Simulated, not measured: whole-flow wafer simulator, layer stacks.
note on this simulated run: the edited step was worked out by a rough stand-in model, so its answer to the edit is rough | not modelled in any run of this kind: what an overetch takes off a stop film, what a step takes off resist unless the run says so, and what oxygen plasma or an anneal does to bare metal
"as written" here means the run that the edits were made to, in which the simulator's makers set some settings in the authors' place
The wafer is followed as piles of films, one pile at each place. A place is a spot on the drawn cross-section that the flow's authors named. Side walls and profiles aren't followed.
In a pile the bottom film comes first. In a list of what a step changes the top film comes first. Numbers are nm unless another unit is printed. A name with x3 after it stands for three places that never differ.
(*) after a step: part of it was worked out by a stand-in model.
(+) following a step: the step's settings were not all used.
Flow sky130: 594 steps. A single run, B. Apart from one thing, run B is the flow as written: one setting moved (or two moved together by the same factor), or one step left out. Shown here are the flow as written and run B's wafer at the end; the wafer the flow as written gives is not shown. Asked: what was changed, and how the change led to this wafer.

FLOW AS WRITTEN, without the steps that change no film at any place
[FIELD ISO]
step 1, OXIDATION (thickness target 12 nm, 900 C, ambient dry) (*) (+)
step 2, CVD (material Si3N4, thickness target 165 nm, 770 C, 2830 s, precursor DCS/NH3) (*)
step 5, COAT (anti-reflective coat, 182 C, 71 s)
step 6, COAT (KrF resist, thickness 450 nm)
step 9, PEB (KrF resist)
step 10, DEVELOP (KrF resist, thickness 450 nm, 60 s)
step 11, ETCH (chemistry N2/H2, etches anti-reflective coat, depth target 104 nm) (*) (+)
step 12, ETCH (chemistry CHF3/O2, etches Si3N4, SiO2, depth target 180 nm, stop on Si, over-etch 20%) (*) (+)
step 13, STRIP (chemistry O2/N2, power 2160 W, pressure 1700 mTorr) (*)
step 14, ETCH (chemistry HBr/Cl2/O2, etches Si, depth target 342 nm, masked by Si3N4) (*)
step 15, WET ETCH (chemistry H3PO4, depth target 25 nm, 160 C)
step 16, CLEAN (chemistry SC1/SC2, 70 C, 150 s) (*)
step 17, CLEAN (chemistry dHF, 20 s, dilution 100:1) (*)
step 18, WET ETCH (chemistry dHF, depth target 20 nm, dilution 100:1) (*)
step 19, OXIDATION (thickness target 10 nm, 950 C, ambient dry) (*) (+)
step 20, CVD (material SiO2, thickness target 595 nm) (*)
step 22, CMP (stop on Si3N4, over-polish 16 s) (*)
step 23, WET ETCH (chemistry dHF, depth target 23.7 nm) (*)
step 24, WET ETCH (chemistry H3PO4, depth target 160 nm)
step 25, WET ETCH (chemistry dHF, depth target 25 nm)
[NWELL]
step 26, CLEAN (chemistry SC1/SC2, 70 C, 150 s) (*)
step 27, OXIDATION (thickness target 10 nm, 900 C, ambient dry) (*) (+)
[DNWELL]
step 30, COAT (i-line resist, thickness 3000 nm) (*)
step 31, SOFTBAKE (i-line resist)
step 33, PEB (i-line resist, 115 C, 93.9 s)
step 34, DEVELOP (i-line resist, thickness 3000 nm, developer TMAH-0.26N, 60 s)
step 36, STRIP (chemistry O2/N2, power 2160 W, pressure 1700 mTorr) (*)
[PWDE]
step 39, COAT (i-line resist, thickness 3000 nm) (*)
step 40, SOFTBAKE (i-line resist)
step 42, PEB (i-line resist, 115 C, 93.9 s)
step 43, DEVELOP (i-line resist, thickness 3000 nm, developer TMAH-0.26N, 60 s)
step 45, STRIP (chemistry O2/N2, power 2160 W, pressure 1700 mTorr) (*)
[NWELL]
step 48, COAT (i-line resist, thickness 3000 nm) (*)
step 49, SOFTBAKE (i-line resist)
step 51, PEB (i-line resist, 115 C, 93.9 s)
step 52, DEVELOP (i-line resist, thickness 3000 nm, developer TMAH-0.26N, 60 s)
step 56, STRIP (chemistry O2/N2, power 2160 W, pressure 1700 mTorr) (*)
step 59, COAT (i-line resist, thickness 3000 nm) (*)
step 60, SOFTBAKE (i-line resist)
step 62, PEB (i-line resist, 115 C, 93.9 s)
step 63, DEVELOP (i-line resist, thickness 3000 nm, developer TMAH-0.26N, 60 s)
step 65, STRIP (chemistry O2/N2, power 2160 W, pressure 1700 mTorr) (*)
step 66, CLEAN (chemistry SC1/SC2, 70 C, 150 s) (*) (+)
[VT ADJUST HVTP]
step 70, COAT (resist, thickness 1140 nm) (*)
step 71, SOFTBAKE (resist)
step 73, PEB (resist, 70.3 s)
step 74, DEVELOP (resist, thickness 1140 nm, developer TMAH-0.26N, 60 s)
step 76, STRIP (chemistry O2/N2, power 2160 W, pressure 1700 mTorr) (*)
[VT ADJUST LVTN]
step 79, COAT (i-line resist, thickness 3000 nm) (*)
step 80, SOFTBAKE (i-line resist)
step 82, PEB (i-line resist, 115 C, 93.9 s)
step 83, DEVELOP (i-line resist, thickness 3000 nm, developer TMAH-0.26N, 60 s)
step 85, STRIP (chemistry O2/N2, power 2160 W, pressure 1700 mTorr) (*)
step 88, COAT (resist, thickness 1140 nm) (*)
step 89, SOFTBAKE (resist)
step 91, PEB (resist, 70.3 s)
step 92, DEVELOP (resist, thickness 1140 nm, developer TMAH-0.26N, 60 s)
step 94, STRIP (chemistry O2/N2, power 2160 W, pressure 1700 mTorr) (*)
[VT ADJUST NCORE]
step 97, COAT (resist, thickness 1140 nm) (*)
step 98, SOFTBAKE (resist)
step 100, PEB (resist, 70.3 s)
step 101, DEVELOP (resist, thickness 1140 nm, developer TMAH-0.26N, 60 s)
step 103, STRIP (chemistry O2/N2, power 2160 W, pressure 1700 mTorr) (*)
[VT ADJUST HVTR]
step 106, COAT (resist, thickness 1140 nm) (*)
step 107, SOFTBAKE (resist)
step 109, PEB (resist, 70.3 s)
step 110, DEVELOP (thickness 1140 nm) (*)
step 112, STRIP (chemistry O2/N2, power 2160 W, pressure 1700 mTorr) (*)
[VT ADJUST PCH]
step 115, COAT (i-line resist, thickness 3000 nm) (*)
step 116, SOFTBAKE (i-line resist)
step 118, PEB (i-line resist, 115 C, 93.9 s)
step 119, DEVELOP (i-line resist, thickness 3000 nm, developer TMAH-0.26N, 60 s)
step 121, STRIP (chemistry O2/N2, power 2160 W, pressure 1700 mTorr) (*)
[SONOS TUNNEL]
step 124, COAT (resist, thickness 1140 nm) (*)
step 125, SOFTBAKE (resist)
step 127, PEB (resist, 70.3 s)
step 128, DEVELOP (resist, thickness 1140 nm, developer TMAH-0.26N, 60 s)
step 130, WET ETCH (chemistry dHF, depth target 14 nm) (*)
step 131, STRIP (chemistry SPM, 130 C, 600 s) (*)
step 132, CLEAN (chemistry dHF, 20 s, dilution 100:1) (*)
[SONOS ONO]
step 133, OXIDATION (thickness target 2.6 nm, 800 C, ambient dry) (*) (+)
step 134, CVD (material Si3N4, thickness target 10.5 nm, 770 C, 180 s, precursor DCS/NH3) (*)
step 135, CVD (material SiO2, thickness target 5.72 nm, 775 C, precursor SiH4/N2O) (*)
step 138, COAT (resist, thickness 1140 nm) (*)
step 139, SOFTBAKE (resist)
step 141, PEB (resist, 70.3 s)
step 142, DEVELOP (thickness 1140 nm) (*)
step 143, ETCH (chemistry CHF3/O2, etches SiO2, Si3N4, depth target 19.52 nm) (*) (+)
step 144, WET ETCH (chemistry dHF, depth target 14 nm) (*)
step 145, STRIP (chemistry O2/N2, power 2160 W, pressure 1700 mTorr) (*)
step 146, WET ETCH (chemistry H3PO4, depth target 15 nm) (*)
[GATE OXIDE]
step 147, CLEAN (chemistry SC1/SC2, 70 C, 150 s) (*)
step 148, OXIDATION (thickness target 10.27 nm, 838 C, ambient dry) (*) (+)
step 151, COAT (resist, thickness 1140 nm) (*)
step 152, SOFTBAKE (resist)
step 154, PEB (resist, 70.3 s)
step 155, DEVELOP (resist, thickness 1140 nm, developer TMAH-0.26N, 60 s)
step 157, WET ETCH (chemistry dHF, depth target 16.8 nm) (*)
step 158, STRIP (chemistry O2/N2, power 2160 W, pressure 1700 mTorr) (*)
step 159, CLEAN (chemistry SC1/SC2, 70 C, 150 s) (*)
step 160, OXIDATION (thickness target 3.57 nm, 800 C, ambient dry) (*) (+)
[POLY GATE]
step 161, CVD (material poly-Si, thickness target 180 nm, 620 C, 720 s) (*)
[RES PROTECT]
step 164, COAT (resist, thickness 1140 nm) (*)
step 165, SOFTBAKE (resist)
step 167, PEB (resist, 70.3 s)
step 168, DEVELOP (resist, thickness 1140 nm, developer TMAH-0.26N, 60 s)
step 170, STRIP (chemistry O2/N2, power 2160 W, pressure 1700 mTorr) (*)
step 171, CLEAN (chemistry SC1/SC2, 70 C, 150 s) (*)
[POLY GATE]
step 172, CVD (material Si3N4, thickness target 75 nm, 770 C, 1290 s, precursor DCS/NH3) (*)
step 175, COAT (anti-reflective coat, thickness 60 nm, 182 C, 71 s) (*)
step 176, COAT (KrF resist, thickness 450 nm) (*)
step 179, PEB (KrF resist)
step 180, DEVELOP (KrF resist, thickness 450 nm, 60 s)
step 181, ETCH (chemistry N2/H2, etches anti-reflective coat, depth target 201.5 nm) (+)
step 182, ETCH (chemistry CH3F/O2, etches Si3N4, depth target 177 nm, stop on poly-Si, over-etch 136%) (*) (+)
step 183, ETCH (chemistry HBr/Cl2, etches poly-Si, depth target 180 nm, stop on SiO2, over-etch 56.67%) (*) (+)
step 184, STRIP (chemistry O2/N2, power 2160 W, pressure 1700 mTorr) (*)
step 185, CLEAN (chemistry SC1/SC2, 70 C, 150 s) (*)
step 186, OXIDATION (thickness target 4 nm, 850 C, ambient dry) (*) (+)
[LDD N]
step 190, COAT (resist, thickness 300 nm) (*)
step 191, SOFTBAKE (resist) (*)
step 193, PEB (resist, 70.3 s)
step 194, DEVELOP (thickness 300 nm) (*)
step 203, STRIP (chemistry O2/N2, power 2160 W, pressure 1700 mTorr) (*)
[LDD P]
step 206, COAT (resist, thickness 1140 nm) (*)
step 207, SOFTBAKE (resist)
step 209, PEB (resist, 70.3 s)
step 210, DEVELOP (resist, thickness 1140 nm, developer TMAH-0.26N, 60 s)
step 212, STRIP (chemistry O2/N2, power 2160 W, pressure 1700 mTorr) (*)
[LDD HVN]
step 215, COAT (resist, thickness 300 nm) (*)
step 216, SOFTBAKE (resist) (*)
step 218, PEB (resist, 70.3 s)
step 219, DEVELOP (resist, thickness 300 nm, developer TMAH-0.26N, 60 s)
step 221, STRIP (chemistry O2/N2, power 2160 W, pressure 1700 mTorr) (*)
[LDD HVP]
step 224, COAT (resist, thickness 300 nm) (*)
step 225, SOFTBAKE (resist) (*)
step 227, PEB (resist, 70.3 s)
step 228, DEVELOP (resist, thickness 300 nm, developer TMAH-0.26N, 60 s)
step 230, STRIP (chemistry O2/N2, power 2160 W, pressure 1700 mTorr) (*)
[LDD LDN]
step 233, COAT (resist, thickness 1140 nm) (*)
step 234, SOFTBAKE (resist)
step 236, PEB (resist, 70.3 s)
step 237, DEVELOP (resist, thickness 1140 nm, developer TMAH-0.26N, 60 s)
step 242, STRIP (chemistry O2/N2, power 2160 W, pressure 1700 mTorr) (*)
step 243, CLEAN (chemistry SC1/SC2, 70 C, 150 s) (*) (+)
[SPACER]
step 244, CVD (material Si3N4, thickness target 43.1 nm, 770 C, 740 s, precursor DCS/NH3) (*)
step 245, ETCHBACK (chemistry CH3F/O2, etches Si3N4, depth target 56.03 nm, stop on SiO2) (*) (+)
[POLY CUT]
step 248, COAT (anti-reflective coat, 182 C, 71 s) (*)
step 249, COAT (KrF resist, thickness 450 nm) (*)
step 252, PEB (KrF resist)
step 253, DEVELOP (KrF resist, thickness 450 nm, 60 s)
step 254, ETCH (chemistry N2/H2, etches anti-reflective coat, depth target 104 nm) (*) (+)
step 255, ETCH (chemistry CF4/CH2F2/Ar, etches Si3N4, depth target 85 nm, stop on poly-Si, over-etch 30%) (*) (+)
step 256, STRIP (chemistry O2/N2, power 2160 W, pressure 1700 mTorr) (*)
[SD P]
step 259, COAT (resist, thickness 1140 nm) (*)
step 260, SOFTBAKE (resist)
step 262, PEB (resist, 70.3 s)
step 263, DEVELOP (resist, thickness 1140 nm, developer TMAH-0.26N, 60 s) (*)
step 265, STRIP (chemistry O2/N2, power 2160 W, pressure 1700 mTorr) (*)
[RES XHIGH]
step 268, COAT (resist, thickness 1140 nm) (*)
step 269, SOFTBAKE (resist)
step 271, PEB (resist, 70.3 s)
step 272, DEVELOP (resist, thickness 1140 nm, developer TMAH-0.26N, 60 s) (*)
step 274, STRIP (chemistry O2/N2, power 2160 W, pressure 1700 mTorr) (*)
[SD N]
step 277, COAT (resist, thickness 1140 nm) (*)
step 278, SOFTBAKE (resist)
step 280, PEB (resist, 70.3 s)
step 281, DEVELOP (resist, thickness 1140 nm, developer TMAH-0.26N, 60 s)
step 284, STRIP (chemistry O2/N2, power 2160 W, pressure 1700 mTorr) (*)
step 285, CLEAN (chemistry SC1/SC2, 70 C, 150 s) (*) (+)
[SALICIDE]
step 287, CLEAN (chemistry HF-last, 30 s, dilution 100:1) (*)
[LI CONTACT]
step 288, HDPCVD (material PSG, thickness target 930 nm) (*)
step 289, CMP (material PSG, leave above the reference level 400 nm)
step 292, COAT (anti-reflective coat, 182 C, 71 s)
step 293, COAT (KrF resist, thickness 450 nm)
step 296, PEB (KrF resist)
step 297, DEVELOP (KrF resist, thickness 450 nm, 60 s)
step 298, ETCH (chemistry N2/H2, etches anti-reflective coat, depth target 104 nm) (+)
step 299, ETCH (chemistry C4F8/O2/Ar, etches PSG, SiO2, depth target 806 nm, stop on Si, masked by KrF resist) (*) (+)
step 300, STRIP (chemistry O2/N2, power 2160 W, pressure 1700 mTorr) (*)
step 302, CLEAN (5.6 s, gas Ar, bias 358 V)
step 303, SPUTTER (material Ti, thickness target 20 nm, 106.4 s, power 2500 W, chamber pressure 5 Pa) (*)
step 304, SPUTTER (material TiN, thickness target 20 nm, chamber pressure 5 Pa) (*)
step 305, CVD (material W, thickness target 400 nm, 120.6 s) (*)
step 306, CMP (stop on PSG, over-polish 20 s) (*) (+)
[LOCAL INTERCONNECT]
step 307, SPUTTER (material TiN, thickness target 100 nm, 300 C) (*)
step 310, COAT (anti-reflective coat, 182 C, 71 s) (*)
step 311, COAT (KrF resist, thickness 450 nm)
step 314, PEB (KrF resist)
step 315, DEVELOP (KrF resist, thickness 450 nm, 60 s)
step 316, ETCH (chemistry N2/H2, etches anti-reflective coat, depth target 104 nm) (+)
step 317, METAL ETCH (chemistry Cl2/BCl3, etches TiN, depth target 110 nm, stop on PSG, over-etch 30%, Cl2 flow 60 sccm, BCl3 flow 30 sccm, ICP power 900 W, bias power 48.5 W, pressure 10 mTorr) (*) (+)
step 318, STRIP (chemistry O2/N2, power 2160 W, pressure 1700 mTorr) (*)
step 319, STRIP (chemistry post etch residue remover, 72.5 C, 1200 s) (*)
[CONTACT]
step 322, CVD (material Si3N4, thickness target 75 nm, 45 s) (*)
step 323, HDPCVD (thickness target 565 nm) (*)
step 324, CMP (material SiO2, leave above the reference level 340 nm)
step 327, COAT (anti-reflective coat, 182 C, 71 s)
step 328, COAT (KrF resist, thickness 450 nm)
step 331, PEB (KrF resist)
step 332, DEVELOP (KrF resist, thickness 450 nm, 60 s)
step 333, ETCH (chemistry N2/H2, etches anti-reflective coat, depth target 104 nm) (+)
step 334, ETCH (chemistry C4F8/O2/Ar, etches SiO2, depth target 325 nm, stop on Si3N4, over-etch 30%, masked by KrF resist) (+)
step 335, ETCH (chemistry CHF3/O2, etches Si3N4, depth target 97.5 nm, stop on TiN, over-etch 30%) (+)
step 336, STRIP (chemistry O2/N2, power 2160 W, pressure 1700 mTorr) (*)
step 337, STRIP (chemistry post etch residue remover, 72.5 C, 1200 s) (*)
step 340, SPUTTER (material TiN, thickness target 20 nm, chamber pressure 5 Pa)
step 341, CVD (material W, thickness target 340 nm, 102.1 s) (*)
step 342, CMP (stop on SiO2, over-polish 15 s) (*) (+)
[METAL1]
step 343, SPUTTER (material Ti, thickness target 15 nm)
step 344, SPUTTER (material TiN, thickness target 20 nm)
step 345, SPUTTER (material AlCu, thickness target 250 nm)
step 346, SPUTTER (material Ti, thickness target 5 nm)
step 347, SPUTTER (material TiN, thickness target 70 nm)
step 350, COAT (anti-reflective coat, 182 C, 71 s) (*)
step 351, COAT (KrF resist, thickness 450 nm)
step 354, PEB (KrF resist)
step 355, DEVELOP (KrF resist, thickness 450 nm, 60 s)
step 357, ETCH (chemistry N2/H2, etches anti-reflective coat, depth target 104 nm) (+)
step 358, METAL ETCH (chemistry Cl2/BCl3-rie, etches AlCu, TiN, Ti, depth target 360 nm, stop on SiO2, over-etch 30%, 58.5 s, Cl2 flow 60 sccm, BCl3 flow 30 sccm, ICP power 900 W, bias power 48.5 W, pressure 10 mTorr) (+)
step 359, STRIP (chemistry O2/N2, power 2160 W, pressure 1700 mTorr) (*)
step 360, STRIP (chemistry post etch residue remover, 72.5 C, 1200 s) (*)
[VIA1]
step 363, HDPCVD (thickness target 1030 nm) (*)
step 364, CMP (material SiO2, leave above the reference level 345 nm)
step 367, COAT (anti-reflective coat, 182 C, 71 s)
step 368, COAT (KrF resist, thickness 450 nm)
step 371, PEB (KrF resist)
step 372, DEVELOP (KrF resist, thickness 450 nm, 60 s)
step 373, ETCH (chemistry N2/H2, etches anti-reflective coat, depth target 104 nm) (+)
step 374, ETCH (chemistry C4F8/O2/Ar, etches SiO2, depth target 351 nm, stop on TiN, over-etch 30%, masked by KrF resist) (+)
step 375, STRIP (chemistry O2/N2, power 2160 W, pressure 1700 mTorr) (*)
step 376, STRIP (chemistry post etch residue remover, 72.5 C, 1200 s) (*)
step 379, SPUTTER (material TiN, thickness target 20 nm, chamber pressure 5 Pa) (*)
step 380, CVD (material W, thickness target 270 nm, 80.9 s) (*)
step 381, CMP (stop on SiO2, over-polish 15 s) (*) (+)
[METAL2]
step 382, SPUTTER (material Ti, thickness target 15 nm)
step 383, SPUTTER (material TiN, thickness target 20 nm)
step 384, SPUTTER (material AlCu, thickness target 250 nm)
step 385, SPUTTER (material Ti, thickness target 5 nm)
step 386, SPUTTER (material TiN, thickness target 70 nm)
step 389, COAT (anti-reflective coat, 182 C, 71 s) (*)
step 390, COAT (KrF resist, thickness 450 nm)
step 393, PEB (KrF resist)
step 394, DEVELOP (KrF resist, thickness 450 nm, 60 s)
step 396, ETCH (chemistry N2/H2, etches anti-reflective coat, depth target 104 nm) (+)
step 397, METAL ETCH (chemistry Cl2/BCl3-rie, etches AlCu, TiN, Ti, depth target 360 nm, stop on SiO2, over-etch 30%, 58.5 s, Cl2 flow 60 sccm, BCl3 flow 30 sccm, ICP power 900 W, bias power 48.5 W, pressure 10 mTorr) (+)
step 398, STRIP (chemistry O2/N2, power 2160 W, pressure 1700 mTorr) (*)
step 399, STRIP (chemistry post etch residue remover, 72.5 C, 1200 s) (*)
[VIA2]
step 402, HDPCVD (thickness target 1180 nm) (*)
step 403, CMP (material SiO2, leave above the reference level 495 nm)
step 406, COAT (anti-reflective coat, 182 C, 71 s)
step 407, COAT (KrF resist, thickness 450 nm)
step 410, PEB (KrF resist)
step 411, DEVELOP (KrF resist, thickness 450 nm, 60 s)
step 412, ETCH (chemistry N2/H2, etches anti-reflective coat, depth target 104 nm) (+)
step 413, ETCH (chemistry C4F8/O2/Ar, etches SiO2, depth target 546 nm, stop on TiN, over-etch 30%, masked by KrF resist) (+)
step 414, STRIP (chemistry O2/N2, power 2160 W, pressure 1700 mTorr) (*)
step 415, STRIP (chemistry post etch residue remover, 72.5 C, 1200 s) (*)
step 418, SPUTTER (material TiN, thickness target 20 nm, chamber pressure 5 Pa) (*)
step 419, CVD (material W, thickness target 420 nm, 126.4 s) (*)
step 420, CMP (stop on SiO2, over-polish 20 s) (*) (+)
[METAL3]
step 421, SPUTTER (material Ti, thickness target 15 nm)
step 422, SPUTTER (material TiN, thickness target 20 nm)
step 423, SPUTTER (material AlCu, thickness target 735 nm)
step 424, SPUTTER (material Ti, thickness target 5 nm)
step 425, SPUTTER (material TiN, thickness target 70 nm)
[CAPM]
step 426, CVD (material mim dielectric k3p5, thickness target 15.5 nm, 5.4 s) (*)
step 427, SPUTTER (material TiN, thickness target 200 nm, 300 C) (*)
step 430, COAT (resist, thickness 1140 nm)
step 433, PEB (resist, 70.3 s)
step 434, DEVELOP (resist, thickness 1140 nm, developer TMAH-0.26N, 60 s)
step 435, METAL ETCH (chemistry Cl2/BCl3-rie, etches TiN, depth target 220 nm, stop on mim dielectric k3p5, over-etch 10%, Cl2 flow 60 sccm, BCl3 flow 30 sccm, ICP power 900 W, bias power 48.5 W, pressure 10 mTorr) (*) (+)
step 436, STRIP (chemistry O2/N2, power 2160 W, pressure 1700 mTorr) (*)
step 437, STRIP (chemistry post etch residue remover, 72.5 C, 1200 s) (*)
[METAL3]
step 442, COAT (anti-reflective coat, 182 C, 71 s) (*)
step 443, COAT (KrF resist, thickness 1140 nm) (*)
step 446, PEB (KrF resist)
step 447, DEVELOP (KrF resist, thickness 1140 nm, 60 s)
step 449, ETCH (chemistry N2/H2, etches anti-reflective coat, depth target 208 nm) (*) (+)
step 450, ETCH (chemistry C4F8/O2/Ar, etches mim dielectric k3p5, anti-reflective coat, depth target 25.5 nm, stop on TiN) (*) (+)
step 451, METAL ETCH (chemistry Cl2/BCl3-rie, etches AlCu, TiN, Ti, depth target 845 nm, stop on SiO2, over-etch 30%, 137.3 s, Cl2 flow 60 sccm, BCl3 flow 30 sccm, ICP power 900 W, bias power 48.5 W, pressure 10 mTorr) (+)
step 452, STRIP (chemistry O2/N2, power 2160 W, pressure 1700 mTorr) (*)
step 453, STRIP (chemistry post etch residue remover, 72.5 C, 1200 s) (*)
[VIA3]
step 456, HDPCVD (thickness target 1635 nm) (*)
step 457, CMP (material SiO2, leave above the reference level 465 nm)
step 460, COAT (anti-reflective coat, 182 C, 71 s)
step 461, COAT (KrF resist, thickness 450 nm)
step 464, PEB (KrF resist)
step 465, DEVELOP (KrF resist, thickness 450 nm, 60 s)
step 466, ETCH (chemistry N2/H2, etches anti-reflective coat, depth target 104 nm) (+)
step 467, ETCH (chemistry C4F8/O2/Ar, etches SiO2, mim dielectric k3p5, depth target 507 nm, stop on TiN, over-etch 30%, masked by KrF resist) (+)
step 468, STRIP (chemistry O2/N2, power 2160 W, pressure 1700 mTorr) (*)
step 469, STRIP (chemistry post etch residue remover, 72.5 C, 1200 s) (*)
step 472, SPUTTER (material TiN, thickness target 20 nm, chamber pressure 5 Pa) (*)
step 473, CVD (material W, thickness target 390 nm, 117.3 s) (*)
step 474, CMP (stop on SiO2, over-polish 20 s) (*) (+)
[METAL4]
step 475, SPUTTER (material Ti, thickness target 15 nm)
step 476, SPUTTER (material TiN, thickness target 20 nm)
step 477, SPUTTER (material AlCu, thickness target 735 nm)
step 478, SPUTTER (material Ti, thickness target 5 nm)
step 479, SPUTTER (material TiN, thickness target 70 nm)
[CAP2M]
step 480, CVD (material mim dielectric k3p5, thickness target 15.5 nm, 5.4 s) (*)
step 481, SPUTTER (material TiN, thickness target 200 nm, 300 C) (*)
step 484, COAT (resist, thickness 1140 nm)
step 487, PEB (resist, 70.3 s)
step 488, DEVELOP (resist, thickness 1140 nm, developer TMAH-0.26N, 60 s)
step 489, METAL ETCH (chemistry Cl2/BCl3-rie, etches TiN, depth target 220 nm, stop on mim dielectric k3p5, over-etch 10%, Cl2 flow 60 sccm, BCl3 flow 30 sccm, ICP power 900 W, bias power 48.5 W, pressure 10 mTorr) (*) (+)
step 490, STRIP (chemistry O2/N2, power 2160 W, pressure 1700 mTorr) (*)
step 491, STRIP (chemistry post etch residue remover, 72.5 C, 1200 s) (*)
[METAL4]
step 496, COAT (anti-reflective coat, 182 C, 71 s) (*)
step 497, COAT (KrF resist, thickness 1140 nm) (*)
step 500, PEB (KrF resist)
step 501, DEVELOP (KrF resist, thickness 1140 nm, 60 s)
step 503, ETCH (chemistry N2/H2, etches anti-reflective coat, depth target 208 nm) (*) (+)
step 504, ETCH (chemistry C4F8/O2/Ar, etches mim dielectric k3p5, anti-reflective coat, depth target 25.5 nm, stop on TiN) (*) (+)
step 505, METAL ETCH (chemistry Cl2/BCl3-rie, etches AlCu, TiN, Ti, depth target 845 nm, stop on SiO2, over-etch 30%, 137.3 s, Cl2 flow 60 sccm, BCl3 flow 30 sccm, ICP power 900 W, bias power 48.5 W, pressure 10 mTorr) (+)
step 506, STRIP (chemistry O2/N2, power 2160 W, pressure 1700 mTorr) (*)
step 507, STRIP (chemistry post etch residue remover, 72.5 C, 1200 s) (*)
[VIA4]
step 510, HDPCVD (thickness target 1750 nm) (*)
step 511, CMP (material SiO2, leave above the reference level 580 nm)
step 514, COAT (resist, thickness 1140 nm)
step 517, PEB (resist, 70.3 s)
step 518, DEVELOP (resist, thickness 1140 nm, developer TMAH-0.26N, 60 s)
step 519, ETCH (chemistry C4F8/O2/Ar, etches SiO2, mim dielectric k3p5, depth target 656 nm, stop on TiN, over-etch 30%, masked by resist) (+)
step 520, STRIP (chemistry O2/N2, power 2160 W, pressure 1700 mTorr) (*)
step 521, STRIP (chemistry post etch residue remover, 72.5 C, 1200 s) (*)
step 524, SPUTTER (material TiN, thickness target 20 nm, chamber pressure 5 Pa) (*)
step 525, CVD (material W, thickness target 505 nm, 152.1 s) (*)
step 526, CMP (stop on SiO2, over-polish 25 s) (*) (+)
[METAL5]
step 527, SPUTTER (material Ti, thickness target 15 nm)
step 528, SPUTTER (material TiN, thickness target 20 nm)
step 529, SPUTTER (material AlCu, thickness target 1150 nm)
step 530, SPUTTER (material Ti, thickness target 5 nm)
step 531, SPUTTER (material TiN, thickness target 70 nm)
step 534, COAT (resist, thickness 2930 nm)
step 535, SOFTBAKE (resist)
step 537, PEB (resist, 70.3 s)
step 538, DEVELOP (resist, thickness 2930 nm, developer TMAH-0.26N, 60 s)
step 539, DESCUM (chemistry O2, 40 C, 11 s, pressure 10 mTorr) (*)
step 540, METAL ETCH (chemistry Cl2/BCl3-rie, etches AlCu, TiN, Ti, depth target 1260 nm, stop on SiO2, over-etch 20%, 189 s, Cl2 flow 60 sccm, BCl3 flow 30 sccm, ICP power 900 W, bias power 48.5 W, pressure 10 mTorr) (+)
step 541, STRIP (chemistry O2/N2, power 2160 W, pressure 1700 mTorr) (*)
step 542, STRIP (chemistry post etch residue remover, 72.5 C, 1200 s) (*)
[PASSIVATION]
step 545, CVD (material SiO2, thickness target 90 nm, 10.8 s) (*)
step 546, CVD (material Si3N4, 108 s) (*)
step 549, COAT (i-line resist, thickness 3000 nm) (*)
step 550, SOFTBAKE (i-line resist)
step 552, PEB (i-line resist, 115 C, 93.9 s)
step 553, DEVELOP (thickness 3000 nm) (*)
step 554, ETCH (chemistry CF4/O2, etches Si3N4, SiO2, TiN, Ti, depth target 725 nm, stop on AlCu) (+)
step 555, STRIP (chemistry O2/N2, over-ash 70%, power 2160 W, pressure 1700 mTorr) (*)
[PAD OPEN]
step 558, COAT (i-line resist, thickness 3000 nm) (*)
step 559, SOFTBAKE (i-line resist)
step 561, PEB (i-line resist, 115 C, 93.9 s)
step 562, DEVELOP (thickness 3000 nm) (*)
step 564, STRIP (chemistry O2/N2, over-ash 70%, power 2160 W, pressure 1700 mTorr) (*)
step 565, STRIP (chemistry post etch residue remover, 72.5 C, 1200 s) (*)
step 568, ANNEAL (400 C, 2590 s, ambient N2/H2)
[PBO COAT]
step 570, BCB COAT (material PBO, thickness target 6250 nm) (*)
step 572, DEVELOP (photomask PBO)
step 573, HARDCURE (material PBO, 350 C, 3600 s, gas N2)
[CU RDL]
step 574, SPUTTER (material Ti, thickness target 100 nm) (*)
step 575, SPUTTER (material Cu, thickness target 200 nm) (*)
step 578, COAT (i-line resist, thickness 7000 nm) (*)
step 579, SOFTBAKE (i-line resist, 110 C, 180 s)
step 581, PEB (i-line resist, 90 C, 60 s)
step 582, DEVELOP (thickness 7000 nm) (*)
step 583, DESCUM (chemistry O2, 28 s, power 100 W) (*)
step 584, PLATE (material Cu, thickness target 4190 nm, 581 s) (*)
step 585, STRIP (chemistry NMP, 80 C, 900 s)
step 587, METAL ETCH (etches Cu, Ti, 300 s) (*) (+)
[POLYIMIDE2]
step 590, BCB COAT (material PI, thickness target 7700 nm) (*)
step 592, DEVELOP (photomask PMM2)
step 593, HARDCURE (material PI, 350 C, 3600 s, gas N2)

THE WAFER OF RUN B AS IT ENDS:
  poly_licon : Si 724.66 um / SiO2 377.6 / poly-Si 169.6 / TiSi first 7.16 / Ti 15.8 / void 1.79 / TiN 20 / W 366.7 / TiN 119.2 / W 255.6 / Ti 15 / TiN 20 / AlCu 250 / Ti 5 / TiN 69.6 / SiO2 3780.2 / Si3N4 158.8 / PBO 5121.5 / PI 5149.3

What caused this: step 341, CVD: thickness target 255 nm was run, though the flow has thickness target 340 nm; step 341, CVD: 76.59 s was run, where the flow has 102.1 s.

How this came from the change, step by step:
  step 341, CVD (material W, thickness target 340 nm, 102.1 s) (*)
      field, active, n_well and 185 more: W gains 255.6 (new film) (it would be, as written: W gains 340 (new film))
      ndiff_licon, ndiff_licon_cpp, rpo_hd_licon: W gains 606.1 (new film) (it would be, as written: W gains 690.5 (new film))
  step 342, CMP (stop on SiO2, over-polish 15 s) (*) (+)
      poly_licon: nothing (it would be, as written: W loses 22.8)
      field, active, n_well and 184 more: W loses 255.6 (all of it), TiN loses 20 (all of it), SiO2 loses 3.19 (it would be, as written: W loses 340 (all of it), TiN loses 20 (all of it), SiO2 loses 3.19)
      (and at 3 other places as well)
  step 350, COAT (anti-reflective coat, 182 C, 71 s) (*)
      poly_licon: anti-reflective coat gains 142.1 (new film) (it would be, as written: anti-reflective coat gains 80.5 (new film))
  step 359, STRIP (chemistry O2/N2, power 2160 W, pressure 1700 mTorr) (*)
      poly_licon: KrF resist loses 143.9 (all of it), anti-reflective coat loses 142.1 (all of it) (it would be, as written: KrF resist loses 143.9 (all of it), anti-reflective coat loses 80.5 (all of it))
  step 364, CMP (material SiO2, leave above the reference level 345 nm)
      poly_licon: SiO2 loses 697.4 (it would be, as written: SiO2 loses 759)
